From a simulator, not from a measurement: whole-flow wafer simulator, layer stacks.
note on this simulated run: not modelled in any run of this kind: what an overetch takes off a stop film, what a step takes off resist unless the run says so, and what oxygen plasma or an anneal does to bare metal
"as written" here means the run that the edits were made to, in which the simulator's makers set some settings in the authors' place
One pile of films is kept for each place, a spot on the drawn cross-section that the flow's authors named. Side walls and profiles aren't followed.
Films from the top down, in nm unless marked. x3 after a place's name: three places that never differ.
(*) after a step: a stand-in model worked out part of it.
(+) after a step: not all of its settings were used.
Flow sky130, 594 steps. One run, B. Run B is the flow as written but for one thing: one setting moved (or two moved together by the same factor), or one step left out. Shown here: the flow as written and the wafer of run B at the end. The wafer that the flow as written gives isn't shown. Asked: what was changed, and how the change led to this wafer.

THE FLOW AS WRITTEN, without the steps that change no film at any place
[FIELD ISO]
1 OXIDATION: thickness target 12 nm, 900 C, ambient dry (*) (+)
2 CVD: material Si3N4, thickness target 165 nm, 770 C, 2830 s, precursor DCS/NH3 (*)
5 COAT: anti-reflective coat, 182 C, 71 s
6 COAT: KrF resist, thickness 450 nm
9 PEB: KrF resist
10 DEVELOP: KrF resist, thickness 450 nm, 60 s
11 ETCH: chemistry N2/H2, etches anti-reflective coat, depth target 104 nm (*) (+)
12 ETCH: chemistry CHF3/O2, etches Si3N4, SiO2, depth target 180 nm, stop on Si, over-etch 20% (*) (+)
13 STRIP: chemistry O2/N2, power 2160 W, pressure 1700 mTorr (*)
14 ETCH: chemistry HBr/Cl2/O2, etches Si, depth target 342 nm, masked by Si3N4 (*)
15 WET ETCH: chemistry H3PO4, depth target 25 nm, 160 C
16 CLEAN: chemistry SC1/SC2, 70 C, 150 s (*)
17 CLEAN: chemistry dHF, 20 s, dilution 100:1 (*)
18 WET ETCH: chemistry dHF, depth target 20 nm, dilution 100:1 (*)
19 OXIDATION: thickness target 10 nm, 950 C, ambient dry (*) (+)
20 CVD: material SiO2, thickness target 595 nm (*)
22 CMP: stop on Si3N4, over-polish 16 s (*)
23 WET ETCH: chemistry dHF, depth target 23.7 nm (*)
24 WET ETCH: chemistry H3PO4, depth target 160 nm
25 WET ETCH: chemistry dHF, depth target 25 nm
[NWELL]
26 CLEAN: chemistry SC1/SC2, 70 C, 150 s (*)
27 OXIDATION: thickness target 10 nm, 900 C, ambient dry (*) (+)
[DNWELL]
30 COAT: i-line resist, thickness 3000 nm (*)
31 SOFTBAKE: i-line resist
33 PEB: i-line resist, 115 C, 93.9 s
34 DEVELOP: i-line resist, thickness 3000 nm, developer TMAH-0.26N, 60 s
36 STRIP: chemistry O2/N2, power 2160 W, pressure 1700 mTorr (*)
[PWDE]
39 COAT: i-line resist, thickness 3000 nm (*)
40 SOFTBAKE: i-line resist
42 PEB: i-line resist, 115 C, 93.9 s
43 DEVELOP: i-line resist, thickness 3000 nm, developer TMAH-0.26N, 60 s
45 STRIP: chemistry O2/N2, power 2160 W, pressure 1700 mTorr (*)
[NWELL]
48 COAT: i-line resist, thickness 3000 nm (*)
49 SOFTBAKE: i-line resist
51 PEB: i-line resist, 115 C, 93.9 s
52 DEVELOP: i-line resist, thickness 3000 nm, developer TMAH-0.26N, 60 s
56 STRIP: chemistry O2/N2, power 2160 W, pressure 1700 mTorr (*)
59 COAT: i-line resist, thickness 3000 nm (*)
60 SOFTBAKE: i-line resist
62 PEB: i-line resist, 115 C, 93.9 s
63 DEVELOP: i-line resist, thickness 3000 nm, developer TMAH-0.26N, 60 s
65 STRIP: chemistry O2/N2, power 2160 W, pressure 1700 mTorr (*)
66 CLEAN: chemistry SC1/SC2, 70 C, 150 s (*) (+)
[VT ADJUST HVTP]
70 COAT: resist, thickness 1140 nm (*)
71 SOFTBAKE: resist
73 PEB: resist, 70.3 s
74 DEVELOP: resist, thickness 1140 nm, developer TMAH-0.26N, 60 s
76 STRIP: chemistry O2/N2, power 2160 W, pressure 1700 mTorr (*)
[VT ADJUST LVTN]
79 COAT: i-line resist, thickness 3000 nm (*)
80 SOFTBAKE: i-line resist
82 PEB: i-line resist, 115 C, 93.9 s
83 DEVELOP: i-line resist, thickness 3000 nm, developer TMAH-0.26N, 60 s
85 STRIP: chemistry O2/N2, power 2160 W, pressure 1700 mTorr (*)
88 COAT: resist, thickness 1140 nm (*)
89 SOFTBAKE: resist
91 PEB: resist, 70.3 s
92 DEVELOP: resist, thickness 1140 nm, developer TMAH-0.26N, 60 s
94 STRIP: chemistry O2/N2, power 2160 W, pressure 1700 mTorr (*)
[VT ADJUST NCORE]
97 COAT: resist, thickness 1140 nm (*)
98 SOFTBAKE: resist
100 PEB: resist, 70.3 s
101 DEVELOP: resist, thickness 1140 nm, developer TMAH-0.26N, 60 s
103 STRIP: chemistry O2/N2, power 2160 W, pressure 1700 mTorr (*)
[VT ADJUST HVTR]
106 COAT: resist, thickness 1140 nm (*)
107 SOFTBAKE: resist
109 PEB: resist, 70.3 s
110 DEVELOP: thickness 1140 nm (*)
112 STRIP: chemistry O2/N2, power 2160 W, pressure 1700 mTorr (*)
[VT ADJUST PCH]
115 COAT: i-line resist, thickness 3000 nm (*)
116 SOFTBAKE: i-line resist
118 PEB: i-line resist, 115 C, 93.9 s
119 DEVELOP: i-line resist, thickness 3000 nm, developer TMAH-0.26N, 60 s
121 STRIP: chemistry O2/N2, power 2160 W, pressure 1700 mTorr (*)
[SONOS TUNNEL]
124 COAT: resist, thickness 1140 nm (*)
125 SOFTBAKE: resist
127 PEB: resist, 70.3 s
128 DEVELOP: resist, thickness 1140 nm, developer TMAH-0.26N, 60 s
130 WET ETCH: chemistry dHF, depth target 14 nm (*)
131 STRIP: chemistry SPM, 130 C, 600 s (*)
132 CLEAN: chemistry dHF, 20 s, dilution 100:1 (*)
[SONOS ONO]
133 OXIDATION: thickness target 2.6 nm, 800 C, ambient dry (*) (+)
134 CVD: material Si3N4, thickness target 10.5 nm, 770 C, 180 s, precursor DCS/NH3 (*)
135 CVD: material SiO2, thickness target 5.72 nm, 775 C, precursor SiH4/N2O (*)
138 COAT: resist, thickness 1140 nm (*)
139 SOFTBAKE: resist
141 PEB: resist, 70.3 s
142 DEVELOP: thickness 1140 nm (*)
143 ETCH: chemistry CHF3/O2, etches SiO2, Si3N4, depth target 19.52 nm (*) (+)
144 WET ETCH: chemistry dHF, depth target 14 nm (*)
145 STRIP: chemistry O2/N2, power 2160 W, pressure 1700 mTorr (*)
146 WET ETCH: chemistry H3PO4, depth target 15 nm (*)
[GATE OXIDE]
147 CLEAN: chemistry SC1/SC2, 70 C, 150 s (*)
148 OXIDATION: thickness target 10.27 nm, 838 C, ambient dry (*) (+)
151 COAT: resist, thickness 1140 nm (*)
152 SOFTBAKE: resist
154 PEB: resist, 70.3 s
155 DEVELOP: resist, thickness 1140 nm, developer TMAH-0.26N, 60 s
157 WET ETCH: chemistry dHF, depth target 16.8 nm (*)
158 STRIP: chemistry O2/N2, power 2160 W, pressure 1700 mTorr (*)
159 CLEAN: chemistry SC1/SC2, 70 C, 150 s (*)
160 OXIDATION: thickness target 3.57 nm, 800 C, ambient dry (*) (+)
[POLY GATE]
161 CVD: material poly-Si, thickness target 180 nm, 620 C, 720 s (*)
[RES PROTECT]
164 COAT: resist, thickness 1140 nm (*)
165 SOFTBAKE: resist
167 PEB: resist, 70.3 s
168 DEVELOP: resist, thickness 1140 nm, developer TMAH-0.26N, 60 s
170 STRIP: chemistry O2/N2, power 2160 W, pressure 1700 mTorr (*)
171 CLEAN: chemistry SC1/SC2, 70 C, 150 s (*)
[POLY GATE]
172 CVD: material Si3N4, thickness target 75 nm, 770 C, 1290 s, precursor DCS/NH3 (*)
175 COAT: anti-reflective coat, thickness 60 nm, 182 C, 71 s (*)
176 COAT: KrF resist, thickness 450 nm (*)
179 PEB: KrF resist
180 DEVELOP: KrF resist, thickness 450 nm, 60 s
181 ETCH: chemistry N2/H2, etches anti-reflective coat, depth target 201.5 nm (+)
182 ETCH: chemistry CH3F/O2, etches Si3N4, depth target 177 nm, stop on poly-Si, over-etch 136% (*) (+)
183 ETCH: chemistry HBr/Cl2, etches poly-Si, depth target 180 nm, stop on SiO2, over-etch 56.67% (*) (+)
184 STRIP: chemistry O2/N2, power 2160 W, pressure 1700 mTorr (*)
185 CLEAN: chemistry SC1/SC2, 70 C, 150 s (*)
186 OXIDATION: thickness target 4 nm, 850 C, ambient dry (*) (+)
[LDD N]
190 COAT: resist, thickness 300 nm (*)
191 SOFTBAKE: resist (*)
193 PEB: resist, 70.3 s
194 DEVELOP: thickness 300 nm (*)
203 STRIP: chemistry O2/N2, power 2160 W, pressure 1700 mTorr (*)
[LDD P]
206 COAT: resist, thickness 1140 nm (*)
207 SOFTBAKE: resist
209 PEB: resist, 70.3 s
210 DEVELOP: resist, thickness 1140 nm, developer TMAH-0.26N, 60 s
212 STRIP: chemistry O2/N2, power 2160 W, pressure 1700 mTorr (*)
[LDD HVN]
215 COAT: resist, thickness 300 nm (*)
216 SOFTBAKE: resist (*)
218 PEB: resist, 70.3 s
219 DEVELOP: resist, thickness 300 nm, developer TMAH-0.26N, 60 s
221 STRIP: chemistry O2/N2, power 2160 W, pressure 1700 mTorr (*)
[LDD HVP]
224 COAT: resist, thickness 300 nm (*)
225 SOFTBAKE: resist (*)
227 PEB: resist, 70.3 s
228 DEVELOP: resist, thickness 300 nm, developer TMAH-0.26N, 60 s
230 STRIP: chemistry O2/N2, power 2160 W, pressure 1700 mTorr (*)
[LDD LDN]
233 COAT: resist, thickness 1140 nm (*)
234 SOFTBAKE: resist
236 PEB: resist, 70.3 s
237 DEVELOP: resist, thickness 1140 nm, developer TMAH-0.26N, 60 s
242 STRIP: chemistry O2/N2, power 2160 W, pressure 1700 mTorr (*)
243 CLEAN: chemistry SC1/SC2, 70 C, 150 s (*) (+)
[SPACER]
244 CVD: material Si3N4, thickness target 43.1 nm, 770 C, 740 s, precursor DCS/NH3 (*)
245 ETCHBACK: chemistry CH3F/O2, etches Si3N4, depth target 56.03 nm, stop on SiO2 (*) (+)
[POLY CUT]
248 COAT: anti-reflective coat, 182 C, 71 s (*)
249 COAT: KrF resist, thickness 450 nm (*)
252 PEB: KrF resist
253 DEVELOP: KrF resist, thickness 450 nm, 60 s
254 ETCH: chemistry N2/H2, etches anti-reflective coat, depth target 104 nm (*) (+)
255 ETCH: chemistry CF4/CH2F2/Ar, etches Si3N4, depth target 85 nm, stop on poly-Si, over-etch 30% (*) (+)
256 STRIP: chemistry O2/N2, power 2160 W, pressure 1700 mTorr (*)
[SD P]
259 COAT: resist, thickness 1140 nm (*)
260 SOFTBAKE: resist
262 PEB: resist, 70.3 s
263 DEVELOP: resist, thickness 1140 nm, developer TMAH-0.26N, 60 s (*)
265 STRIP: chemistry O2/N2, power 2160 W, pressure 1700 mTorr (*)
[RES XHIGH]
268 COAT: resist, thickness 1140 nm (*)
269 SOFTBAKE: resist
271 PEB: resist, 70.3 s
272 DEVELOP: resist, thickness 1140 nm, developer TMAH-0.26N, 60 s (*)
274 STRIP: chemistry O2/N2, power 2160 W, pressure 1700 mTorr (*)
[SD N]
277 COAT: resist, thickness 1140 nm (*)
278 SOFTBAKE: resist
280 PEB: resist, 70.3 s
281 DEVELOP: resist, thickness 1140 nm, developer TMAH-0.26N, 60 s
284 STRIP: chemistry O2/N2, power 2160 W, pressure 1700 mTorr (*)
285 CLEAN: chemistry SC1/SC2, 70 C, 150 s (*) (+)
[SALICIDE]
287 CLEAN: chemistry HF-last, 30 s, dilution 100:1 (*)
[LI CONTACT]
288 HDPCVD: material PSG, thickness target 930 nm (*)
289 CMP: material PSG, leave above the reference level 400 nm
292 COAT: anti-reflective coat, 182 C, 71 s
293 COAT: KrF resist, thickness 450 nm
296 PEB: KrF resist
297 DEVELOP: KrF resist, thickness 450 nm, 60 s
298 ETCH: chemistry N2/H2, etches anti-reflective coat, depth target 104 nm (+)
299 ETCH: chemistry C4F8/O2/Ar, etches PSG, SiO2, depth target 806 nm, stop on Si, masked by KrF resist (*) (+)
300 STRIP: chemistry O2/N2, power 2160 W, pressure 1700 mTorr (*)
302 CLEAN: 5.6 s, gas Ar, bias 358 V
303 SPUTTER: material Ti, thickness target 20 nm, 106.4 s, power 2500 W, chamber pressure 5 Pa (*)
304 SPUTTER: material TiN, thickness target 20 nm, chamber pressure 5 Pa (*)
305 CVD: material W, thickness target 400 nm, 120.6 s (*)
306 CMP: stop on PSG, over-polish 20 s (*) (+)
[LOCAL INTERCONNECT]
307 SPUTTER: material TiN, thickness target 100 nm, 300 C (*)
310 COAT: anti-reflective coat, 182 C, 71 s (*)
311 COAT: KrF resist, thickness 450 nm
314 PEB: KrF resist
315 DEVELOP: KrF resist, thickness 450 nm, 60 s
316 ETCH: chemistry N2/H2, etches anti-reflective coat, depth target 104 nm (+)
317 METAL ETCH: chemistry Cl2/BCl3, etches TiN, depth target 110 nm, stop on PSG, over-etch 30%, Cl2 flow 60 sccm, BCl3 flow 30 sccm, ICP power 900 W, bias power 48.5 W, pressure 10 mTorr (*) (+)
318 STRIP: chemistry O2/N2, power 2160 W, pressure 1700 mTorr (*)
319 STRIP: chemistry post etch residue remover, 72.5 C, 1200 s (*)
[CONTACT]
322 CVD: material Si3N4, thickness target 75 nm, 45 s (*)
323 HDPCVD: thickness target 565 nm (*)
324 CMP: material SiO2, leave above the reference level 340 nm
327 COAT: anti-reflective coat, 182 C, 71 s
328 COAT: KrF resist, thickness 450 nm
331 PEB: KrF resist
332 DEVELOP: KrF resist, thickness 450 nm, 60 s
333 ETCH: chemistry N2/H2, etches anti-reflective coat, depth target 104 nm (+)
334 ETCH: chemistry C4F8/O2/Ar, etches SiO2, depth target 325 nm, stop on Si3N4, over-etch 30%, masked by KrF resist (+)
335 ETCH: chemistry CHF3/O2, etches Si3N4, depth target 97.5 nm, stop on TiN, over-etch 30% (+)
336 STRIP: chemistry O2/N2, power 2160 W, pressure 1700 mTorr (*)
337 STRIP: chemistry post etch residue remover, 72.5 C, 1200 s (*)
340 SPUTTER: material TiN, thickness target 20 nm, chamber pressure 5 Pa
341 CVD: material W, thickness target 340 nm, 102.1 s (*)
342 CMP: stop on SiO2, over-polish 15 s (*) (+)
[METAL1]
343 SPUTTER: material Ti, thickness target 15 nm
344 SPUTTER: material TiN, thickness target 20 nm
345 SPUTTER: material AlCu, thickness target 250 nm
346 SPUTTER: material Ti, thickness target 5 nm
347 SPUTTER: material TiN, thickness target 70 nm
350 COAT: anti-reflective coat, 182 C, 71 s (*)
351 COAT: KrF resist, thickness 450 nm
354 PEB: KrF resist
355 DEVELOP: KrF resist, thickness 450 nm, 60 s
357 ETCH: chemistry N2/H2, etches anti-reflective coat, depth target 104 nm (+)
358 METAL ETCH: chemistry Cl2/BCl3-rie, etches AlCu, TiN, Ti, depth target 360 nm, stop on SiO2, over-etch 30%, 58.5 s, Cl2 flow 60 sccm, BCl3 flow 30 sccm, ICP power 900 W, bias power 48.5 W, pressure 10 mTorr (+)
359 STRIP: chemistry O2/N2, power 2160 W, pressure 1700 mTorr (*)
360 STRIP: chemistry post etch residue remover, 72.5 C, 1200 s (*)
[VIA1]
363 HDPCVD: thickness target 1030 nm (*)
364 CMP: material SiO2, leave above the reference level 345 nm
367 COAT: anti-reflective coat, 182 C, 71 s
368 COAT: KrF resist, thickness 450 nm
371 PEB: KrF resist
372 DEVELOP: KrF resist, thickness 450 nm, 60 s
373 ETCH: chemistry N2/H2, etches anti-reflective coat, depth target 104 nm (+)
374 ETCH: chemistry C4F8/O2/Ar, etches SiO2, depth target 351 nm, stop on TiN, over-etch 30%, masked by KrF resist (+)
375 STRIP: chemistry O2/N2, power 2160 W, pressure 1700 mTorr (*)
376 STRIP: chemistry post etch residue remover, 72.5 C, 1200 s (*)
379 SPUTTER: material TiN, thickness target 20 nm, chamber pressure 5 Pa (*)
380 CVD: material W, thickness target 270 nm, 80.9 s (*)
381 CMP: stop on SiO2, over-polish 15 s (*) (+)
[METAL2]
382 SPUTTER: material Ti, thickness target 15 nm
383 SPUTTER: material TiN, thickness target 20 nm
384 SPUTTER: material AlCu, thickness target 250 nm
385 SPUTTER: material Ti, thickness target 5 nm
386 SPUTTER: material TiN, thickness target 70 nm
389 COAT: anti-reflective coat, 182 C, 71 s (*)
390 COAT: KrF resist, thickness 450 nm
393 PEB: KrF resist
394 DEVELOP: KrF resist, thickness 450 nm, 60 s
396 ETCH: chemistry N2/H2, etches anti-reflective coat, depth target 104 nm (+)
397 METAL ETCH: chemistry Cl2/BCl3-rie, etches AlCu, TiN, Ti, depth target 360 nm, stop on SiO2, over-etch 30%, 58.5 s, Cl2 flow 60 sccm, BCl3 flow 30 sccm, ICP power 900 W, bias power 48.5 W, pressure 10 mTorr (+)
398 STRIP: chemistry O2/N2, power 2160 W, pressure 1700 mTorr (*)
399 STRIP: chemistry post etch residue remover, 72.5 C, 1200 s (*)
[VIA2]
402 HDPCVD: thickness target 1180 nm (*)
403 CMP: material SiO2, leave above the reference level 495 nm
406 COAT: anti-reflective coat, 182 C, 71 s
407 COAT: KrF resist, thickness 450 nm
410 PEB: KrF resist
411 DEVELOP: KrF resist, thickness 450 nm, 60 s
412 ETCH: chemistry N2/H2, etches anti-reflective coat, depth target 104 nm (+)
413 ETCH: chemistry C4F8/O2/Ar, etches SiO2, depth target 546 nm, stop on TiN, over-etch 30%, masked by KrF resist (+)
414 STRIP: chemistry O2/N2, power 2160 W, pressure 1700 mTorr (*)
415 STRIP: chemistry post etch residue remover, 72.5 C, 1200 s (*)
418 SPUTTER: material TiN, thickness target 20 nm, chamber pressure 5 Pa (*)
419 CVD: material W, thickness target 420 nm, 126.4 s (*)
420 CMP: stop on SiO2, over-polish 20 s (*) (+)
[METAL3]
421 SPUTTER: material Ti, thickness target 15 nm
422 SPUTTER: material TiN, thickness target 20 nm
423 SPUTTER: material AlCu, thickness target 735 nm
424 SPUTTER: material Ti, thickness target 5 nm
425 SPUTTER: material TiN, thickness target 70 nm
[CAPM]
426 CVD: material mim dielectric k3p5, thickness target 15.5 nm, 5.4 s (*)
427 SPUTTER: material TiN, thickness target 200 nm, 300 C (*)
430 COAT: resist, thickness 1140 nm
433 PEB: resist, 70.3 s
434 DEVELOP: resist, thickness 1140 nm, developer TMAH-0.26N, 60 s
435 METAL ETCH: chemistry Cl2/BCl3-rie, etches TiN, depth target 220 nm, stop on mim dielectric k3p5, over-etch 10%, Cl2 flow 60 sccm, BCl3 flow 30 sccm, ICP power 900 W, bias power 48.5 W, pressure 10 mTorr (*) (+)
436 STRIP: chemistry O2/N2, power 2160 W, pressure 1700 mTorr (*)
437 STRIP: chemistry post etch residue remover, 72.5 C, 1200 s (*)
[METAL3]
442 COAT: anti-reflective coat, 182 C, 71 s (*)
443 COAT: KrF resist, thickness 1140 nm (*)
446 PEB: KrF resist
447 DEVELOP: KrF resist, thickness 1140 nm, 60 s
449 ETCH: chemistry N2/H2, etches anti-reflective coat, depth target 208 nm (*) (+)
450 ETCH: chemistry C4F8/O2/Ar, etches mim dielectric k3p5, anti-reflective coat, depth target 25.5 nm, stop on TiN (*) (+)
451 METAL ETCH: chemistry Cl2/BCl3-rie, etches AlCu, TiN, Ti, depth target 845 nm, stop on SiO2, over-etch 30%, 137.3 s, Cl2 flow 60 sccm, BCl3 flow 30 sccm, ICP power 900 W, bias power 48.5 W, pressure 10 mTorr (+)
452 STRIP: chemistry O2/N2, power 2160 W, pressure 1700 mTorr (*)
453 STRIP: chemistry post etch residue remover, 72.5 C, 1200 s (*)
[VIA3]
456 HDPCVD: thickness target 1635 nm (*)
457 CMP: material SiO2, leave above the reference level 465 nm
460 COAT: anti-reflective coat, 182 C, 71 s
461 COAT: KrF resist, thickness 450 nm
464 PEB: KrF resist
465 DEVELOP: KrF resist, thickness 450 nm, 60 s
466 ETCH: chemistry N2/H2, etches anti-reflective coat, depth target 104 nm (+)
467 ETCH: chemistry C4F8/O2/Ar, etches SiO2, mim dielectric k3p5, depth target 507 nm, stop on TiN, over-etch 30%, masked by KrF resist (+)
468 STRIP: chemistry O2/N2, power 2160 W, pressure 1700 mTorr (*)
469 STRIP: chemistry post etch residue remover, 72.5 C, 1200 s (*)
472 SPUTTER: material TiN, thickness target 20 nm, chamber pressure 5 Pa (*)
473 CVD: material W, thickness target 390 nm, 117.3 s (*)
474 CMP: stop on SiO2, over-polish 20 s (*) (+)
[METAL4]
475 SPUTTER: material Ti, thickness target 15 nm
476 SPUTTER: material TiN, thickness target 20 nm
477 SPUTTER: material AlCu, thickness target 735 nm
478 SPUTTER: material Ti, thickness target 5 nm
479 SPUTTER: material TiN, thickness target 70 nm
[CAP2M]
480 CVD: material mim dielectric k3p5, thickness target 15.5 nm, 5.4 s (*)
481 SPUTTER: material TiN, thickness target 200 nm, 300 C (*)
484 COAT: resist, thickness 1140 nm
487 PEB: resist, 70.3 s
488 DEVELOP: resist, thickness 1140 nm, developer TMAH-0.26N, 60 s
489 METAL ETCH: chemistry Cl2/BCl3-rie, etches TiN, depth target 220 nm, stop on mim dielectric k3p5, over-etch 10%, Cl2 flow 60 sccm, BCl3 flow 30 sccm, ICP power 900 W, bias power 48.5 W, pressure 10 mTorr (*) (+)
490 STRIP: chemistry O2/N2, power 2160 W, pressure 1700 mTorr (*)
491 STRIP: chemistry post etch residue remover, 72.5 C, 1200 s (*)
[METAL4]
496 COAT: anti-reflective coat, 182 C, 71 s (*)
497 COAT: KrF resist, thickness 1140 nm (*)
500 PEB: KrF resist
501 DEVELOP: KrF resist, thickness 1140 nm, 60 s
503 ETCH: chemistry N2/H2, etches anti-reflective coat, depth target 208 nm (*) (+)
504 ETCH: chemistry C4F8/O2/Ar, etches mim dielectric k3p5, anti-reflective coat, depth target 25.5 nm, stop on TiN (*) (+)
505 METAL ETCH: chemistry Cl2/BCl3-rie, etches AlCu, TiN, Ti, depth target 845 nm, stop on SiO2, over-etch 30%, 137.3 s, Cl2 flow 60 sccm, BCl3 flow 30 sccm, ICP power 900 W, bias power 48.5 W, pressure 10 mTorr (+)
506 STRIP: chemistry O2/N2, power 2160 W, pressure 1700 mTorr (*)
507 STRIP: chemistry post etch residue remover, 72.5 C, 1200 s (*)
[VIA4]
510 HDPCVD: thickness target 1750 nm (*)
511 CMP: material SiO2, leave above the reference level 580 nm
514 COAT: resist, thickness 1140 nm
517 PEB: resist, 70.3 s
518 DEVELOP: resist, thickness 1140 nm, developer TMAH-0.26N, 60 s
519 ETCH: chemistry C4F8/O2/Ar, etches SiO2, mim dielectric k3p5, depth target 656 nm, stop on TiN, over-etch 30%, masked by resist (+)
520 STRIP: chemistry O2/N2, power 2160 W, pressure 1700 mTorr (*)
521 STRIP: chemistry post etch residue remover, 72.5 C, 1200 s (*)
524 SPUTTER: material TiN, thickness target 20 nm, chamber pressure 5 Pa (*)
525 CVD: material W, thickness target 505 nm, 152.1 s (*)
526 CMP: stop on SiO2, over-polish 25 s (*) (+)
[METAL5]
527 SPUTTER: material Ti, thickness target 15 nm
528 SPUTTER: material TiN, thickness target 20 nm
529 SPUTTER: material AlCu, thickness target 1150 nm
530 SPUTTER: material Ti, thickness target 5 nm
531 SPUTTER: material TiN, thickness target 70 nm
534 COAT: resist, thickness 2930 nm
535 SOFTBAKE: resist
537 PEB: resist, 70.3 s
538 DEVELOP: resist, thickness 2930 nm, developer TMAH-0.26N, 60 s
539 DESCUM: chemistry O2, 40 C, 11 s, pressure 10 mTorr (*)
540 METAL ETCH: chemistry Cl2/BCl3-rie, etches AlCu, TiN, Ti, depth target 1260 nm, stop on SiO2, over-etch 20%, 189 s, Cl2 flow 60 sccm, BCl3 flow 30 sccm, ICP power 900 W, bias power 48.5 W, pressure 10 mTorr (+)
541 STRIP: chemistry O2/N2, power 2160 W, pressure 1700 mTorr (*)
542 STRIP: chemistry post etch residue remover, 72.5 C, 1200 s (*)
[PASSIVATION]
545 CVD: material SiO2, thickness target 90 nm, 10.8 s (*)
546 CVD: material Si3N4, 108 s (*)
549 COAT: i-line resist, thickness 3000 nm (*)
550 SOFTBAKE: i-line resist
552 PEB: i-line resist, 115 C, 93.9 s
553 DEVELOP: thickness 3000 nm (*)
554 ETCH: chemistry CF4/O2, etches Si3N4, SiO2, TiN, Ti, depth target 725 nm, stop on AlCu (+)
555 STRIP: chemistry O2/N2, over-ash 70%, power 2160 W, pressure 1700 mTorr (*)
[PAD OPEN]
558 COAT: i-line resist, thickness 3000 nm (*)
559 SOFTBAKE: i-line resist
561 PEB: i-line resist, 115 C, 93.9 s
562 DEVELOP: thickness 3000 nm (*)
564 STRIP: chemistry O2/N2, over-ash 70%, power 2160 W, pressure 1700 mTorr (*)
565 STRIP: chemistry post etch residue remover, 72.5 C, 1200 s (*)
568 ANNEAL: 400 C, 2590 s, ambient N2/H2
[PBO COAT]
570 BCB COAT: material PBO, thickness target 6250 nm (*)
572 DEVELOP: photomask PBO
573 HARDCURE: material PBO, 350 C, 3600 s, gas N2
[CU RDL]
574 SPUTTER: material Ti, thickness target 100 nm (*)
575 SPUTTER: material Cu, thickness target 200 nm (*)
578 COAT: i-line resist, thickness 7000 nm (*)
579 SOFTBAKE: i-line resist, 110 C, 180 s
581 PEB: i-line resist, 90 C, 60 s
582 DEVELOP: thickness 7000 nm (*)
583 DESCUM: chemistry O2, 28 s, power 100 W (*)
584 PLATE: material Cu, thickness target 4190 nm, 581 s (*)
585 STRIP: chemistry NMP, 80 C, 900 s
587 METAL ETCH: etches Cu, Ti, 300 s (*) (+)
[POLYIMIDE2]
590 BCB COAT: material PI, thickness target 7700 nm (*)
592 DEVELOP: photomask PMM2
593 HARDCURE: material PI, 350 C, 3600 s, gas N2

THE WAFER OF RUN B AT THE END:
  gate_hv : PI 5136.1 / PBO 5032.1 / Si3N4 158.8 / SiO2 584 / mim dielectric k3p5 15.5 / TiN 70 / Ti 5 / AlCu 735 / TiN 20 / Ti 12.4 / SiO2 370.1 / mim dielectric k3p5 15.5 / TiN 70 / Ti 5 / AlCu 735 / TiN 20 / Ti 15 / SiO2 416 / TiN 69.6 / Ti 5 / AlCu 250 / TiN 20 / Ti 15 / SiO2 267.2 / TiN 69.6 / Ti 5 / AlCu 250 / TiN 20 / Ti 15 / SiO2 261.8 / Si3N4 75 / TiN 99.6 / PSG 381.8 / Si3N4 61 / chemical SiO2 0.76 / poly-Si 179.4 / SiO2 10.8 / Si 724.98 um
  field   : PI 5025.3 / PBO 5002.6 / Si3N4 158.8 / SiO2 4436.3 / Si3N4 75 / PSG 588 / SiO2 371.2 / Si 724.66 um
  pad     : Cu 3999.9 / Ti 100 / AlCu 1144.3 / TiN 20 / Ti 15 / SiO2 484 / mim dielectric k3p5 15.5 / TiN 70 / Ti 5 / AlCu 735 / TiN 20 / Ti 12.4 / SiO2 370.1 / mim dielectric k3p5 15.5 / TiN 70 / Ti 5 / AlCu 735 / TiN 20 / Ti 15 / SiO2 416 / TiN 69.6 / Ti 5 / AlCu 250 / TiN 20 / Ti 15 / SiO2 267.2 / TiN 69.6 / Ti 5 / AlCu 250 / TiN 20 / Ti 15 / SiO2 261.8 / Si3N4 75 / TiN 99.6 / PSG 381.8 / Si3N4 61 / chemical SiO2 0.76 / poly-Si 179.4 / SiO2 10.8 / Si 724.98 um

The cause: step 475, SPUTTER: thickness target 12.4 nm was run, where the flow has thickness target 15 nm.
It can be read off the wafer: gate_hv has Ti 12.4, and step 475 as written asks for 15 nm.

How the change led to this, step by step:
  475 SPUTTER: material Ti, thickness target 15 nm
      field, active, n_well and 189 more: Ti +12.4 (new film) (as written it would be: Ti +15 (new film))
  505 METAL ETCH: chemistry Cl2/BCl3-rie, etches AlCu, TiN, Ti, depth target 845 nm, stop on SiO2, over-etch 30%, 137.3 s, Cl2 flow 60 sccm, BCl3 flow 30 sccm, ICP power 900 W, bias power 48.5 W, pressure 10 mTorr (+)
      field, gate, spacer and 68 more: TiN -70 (all of it), Ti -5 (all of it), AlCu -735 (all of it), TiN -20 (all of it), Ti -12.4 (all of it), SiO2 -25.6 (as written it would be: TiN -70 (all of it), Ti -5 (all of it), AlCu -735 (all of it), TiN -20 (all of it), Ti -15 (all of it), SiO2 -25.4)
      active, vpp_iso1, mim_edge_plate and 14 more: TiN -70 (all of it), Ti -5 (all of it), AlCu -735 (all of it), TiN -20 (all of it), Ti -12.4 (all of it), SiO2 -25.6 (as written it would be: TiN -70 (all of it), Ti -5 (all of it), AlCu -735 (all of it), TiN -20 (all of it), Ti -15 (all of it), SiO2 -25.3)
